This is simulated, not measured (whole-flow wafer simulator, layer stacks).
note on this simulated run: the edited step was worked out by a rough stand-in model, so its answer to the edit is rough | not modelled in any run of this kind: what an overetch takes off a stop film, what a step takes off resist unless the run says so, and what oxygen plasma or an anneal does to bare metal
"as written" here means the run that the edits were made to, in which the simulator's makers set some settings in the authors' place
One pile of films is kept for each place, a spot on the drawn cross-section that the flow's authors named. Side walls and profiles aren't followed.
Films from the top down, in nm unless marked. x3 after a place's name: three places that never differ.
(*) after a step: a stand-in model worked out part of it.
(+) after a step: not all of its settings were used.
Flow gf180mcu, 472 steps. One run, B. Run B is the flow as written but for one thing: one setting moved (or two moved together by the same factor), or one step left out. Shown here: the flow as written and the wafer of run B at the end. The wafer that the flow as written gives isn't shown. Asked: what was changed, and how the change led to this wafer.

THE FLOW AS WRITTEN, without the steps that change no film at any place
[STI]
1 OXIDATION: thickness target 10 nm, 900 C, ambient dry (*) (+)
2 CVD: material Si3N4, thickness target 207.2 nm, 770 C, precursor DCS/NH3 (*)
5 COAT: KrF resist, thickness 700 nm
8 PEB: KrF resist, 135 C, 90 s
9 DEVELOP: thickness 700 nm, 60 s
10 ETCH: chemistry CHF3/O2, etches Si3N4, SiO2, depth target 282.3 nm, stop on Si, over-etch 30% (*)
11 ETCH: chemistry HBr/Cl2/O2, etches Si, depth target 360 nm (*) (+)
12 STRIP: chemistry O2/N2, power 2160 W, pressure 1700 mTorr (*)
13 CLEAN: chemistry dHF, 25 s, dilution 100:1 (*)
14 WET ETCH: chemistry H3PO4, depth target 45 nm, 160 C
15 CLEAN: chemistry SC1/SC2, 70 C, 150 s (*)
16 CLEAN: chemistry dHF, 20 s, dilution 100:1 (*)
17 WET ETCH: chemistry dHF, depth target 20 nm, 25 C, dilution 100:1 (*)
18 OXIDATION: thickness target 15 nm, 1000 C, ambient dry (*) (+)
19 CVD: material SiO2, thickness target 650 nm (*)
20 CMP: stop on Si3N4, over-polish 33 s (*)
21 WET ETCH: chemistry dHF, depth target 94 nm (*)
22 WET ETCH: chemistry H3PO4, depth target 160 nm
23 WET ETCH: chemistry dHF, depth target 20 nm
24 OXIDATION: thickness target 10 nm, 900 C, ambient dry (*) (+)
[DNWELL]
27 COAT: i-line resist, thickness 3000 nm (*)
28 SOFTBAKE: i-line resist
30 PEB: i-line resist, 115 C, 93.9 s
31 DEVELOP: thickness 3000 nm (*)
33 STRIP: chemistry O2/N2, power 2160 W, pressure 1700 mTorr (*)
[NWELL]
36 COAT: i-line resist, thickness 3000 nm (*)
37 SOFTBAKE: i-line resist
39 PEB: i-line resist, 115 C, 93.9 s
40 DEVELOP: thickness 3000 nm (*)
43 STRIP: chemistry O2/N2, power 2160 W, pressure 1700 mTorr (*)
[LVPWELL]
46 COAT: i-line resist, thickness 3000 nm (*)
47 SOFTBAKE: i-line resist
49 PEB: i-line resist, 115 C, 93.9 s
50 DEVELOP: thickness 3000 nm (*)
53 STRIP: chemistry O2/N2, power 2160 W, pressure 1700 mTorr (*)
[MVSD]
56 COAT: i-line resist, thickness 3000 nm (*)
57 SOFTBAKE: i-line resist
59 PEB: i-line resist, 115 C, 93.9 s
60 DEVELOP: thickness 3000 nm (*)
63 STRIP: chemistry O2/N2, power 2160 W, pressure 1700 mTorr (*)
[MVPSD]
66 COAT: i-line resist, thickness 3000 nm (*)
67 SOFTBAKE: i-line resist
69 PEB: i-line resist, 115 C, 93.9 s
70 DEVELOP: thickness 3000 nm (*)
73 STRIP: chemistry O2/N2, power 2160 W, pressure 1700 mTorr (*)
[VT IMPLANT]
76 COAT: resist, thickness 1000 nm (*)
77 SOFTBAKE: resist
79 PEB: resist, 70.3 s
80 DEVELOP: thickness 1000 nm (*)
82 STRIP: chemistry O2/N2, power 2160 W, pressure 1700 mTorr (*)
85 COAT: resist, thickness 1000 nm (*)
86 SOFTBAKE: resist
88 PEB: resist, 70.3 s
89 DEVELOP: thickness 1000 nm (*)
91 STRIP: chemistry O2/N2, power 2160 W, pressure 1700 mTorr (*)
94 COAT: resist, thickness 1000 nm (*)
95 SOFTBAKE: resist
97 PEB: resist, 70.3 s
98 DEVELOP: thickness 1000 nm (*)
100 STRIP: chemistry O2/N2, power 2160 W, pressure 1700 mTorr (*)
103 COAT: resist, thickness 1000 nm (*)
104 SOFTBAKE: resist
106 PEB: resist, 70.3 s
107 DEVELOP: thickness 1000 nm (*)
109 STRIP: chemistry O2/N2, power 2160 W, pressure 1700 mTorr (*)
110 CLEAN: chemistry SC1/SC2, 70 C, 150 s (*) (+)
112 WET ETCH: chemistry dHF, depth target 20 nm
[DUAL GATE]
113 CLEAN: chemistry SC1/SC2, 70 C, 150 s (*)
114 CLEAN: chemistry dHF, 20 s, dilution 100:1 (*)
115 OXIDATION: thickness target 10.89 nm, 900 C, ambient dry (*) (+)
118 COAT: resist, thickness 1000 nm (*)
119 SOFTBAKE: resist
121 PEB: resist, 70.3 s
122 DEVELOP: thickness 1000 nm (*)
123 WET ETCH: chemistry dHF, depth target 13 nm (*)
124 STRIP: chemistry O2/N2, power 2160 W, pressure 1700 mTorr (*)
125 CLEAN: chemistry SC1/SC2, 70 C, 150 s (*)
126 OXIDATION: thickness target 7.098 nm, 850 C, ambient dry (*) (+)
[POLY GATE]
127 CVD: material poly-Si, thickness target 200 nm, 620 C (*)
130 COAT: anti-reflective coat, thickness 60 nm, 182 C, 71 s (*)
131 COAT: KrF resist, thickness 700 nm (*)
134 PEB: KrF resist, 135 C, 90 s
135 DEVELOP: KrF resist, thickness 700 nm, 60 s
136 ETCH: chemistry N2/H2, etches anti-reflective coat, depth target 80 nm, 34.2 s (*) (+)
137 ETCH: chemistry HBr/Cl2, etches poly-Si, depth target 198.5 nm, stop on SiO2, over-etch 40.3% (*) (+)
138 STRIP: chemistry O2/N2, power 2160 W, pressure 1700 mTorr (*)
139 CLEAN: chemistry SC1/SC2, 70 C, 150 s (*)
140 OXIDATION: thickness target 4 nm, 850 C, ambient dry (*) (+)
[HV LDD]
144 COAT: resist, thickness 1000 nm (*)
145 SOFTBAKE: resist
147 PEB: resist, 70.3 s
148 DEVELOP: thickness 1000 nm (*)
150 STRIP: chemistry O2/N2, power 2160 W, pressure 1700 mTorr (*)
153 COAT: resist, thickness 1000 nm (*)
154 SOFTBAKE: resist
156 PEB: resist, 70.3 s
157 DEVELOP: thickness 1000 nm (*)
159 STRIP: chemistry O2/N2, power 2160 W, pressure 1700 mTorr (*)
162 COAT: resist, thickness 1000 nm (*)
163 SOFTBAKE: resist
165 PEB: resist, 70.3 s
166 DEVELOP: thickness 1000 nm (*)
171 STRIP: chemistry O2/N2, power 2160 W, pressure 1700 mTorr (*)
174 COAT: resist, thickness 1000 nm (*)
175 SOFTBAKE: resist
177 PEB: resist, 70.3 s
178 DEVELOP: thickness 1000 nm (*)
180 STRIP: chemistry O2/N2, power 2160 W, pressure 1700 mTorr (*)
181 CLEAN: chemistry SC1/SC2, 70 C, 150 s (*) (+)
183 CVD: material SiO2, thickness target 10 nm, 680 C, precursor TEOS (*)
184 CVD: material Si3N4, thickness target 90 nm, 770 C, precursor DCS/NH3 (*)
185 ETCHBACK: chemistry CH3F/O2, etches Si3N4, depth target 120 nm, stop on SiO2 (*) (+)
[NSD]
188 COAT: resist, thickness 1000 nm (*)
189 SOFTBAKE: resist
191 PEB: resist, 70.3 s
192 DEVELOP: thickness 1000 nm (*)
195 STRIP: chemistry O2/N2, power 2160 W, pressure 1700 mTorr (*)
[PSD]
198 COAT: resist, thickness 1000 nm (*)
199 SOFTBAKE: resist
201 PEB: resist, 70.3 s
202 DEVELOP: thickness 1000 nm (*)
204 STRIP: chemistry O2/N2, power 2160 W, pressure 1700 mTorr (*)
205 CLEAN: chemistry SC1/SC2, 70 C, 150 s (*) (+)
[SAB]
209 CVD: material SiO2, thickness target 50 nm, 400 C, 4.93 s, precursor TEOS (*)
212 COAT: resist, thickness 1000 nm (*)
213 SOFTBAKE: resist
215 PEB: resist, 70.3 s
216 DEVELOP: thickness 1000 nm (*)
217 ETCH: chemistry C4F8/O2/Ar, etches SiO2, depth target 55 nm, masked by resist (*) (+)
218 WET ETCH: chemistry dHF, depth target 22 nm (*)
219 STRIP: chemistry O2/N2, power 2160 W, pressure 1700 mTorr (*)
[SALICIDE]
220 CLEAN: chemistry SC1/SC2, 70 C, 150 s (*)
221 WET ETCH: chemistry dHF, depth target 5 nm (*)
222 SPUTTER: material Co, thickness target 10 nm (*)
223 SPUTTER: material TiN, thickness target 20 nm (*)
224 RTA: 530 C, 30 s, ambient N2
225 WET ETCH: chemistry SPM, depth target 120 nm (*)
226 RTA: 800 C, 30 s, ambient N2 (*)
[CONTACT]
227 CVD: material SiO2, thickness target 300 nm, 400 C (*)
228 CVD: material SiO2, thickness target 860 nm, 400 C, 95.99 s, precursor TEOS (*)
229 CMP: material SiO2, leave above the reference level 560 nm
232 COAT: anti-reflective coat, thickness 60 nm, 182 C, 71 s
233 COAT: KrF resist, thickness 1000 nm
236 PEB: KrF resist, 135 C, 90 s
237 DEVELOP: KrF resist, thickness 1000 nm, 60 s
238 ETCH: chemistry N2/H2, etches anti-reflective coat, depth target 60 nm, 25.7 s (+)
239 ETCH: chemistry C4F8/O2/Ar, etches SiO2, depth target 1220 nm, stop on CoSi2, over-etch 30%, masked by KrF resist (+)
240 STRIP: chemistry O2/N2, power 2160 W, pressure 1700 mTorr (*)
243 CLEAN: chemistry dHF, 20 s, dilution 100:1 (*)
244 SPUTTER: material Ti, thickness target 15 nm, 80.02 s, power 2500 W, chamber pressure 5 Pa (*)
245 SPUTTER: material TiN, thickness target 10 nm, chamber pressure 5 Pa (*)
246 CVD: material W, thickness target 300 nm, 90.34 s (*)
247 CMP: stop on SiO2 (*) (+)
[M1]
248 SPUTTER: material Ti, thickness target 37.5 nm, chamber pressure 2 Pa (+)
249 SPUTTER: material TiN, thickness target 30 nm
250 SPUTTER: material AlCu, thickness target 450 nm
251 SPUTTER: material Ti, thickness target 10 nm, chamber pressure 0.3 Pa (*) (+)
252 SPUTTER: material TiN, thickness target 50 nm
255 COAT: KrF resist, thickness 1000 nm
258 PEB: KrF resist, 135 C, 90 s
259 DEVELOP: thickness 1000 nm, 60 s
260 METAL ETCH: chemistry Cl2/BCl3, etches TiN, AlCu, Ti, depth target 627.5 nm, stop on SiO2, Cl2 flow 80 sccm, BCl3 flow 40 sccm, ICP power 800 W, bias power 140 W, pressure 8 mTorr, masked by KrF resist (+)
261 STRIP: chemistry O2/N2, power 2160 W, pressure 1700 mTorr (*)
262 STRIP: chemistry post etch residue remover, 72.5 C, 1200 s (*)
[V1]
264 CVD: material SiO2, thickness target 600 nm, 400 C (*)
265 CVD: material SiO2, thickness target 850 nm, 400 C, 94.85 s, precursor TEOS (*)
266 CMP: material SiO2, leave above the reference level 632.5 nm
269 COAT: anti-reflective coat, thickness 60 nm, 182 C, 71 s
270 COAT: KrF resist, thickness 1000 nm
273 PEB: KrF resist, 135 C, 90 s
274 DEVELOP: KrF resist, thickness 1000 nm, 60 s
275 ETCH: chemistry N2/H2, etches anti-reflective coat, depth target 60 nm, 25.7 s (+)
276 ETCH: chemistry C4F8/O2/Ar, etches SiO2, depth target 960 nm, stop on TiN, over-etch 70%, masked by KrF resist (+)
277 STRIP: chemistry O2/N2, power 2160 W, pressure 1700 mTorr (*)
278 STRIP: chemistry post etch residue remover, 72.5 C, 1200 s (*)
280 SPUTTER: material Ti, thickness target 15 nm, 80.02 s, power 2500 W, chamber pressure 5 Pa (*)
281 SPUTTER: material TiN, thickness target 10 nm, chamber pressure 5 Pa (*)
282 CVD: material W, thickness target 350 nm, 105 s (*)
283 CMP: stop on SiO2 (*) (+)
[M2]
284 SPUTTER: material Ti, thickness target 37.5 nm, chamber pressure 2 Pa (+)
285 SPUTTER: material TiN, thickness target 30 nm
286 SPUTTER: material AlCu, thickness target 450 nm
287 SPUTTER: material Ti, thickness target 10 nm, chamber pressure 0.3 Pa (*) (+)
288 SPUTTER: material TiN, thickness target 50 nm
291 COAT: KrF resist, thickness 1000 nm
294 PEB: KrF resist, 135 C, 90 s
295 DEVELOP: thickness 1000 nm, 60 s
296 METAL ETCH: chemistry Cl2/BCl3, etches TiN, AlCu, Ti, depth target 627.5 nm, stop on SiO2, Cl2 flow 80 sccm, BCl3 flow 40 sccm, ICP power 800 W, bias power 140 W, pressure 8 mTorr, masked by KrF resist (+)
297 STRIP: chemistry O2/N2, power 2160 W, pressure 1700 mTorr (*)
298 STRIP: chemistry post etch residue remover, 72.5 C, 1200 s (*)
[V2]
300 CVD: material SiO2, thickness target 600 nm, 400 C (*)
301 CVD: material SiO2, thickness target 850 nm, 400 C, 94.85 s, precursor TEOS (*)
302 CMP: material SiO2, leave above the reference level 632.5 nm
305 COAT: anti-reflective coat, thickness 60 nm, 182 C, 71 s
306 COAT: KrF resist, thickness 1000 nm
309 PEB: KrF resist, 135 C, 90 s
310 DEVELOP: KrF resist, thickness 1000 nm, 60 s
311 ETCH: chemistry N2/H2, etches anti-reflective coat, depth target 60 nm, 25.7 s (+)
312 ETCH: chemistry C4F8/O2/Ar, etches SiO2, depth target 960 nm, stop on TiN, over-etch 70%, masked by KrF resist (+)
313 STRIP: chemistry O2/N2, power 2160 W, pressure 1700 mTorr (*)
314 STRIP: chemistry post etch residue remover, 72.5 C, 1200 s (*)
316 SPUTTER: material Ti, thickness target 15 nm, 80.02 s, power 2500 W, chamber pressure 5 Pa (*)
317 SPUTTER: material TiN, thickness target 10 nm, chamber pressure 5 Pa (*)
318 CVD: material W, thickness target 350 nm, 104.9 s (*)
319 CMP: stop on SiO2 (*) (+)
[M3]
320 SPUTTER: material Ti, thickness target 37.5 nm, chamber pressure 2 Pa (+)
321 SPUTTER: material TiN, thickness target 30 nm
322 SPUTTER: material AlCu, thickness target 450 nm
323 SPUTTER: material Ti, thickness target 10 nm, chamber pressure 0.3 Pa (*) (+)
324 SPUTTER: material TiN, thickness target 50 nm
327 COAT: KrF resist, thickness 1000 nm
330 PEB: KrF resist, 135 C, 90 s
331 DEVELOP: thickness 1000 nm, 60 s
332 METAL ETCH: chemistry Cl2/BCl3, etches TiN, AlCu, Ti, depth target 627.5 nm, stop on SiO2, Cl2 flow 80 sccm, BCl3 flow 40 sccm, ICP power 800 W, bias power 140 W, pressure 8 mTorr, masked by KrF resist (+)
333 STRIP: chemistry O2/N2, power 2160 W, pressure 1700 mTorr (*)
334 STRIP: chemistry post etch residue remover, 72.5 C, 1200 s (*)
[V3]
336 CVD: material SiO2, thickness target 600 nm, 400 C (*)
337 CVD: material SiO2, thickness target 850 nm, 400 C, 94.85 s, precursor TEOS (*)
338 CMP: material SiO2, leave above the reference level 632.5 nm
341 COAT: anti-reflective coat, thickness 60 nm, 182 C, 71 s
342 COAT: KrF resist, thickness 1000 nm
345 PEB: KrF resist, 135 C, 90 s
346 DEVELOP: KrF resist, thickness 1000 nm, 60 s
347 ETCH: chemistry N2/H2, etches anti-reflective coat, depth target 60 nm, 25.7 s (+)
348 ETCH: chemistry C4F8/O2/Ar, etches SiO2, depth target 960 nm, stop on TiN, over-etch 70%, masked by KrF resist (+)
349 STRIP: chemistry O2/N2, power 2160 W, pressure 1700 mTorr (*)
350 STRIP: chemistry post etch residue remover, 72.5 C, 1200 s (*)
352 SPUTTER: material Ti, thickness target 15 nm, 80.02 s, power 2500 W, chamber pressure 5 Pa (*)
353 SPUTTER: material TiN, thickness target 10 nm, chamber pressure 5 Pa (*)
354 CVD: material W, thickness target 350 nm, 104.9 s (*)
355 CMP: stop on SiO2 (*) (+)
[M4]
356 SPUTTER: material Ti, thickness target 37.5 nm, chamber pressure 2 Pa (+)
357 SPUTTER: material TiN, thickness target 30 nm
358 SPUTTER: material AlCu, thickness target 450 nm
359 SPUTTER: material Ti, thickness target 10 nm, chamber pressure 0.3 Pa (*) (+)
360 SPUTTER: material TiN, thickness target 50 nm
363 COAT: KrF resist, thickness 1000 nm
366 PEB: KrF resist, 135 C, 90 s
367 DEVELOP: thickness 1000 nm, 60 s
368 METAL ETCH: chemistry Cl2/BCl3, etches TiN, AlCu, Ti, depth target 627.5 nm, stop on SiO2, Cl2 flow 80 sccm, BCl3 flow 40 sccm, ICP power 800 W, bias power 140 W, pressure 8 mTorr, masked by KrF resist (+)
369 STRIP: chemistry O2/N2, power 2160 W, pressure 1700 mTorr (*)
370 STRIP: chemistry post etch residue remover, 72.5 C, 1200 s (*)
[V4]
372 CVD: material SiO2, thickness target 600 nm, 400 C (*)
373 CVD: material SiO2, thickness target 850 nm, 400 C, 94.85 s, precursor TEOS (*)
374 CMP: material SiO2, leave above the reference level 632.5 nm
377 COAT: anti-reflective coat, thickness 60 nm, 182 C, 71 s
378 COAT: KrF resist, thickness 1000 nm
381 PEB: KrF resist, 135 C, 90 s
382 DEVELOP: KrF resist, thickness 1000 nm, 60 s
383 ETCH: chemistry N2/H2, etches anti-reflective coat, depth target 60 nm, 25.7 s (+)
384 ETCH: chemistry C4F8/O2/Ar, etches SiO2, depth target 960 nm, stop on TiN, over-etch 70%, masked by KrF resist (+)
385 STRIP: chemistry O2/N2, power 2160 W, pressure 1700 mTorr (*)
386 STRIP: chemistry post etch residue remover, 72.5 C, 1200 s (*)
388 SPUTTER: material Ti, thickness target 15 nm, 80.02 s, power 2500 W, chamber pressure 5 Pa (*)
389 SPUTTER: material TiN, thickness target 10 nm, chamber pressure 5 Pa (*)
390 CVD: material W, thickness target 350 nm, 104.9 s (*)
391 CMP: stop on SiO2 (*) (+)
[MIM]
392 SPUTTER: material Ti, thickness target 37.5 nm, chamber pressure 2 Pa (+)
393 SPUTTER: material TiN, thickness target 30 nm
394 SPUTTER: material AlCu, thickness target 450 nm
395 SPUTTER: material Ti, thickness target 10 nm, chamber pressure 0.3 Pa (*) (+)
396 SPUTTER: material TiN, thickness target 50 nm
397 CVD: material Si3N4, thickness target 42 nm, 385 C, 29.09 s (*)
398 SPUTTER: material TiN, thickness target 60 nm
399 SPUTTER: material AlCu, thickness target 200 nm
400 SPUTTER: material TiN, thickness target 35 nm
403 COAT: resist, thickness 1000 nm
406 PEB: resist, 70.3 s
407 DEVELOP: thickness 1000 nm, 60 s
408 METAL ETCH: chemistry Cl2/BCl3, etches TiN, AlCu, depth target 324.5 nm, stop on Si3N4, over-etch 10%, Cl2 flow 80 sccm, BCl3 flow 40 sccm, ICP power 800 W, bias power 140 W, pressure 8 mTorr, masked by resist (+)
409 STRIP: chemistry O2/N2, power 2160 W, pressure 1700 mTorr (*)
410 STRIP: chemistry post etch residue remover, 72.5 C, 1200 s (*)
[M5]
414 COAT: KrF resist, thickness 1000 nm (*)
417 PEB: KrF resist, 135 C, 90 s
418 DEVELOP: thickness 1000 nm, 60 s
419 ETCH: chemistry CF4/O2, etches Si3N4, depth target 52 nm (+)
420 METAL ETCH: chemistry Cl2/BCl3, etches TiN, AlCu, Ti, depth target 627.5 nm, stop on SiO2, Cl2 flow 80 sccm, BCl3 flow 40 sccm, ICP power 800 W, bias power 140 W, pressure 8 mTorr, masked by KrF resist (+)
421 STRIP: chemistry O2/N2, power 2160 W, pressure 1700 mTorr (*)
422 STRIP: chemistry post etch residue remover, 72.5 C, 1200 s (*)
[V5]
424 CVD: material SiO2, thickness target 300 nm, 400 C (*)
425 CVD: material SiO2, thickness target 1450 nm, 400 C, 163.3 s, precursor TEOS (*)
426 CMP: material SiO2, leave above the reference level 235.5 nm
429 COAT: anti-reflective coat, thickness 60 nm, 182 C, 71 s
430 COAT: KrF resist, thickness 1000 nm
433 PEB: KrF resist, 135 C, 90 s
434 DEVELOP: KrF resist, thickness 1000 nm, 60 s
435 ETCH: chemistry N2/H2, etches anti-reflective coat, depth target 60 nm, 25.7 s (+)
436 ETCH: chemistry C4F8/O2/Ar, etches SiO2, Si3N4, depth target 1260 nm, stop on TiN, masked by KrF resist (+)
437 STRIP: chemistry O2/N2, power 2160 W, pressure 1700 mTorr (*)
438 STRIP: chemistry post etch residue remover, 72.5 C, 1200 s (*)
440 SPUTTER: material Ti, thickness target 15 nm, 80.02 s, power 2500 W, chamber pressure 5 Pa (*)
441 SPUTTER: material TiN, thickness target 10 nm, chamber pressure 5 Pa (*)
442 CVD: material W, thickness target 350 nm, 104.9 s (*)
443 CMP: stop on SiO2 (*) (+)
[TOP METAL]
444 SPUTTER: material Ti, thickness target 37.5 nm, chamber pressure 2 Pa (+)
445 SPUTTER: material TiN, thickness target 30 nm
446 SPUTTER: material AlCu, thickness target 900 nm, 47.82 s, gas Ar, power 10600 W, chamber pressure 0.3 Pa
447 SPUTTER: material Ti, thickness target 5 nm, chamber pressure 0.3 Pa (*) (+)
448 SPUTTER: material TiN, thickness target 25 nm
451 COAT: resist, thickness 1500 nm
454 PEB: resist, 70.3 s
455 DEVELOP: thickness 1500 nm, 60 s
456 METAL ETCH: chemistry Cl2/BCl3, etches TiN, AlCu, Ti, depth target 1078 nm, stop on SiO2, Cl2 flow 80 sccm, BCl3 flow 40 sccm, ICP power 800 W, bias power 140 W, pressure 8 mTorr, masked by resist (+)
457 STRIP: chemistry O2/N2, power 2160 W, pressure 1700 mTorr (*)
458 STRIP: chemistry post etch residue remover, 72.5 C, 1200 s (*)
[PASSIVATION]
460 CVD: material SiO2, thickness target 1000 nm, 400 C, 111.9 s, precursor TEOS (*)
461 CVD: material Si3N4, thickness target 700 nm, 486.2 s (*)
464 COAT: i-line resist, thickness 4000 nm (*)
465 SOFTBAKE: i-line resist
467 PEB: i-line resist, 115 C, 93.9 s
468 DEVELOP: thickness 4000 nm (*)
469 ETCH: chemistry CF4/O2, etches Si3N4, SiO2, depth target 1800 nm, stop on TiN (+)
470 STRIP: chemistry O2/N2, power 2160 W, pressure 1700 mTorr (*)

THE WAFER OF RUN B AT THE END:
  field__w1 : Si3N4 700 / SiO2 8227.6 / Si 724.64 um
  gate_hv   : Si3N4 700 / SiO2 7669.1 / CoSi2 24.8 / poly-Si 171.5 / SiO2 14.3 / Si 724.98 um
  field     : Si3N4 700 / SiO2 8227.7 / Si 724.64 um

The cause: step 222, SPUTTER: thickness target 7.1 nm was run, where the flow has thickness target 10 nm.

How the change led to this, step by step:
  222 SPUTTER: material Co, thickness target 10 nm (*)
      field, field__w7, field__w8 and 71 more: Co +7.1 (new film) (as written it would be: Co +10 (new film))
      field__w2, mim: Co +6.14 (new film) (as written it would be: Co +8.65 (new film))
      (and at 35 more places)
  224 RTA: 530 C, 30 s, ambient N2
      gate, gate_hv, gate_p and 22 more: under 1 film: CoSi +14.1 (new film), Co -7.1 (all of it), poly-Si -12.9 (as written it would be: under 1 film: CoSi +19.9 (new film), Co -10 (all of it), poly-Si -18.2)
      active, p_well, sd_n and 11 more: under 1 film: CoSi +14.1 (new film), Co -7.1 (all of it), Si -12.9 (as written it would be: under 1 film: CoSi +19.9 (new film), Co -10 (all of it), Si -18.1)
      (and at 10 more places)
  225 WET ETCH: chemistry SPM, depth target 120 nm (*)
      field, field__w7, field__w8 and 32 more: TiN -20 (all of it), Co -7.1 (all of it) (as written it would be: TiN -20 (all of it), Co -10 (all of it))
      field__w9, nw_enc_fld_lv__w3: TiN -19.1 (all of it), Co -6.82 (all of it) (as written it would be: TiN -19.1 (all of it), Co -9.6 (all of it))
      (and at 25 more places)
  226 RTA: 800 C, 30 s, ambient N2 (*)
      gate, gate_hv, gate_p and 22 more: CoSi2 +24.8 (new film), CoSi -14.1 (all of it), poly-Si -12.9 (as written it would be: CoSi2 +35 (new film), CoSi -19.9 (all of it), poly-Si -18.2)
      active, p_well, sd_n and 11 more: CoSi2 +24.8 (new film), CoSi -14.1 (all of it), Si -12.9 (as written it would be: CoSi2 +35 (new film), CoSi -19.9 (all of it), Si -18.1)
      (and at 10 more places)
